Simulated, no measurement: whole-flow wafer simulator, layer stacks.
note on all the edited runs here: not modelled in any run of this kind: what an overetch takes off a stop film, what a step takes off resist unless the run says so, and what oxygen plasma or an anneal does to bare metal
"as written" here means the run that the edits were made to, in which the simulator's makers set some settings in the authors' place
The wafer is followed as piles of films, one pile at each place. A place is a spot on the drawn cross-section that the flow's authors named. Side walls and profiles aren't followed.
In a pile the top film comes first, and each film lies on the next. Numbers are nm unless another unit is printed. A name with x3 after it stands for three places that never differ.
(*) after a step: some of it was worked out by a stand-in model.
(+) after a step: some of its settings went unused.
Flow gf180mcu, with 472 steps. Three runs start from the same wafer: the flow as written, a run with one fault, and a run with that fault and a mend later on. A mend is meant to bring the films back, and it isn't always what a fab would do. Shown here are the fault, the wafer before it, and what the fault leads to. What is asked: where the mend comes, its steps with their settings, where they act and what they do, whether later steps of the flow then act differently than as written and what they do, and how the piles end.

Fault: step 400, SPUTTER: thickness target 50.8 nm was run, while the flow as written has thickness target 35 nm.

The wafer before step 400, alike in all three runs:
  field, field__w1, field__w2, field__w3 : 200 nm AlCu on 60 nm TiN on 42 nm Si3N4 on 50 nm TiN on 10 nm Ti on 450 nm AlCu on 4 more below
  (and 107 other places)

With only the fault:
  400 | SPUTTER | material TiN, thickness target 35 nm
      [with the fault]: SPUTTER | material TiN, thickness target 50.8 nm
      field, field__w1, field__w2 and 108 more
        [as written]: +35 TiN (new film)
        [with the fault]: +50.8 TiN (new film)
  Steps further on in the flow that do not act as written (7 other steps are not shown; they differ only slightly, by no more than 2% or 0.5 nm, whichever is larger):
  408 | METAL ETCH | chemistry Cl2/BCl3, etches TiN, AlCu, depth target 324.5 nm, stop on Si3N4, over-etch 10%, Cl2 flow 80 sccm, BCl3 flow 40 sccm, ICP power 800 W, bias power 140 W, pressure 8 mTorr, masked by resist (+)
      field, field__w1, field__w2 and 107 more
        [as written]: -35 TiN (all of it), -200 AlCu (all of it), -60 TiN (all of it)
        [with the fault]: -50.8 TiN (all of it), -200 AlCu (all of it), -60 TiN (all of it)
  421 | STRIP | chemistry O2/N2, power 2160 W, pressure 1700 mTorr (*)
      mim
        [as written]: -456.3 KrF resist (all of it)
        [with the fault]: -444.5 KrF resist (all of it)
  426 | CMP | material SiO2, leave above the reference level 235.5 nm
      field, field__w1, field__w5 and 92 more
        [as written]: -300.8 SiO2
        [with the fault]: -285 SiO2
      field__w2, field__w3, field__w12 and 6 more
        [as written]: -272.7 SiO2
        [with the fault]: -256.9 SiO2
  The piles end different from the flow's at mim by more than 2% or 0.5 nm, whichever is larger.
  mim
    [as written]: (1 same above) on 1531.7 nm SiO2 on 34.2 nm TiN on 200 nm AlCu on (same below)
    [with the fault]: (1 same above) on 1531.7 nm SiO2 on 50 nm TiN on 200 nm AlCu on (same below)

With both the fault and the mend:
  The mend follows step 407.
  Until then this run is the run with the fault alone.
  407a | STRIP | chemistry O2/N2, power 2160 W, pressure 1700 mTorr (*)
      mim
        -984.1 resist (all of it)
  407b | METAL ETCH | chemistry Cl2/BCl3, etches TiN, AlCu, Ti, depth target 15.8 nm, Cl2 flow 80 sccm, BCl3 flow 40 sccm, ICP power 800 W, bias power 140 W, pressure 8 mTorr (the flow's step 260, run once more with other settings)
      field, field__w1, field__w2 and 108 more
        -15.8 TiN
  407c | HMDS | 120 C, 60 s (the flow's step 402, run once more)
      does not change any film at any place that is followed
  407d | COAT | resist, thickness 1000 nm (the flow's step 403, run once more)
      field, field__w1, field__w2 and 108 more
        +1000 resist (new film)
  407e | SOFTBAKE | resist (the flow's step 404, run once more)
      does not change any film at any place that is followed
  407f | EXPOSE | photomask FuseTop (the flow's step 405, run once more)
      does not change any film at any place that is followed
  407g | PEB | resist, 70.3 s (the flow's step 406, run once more)
      field, field__w1, field__w2 and 108 more
        -15.9 resist
  407h | DEVELOP | thickness 1000 nm, 60 s (the flow's step 407, run once more)
      field, field__w1, field__w2 and 107 more
        -984.1 resist (all of it)
  None of the later steps of the flow acts differently than as written at any place that is followed.
  By the end, the piles equal the flow's at every place that both follow.
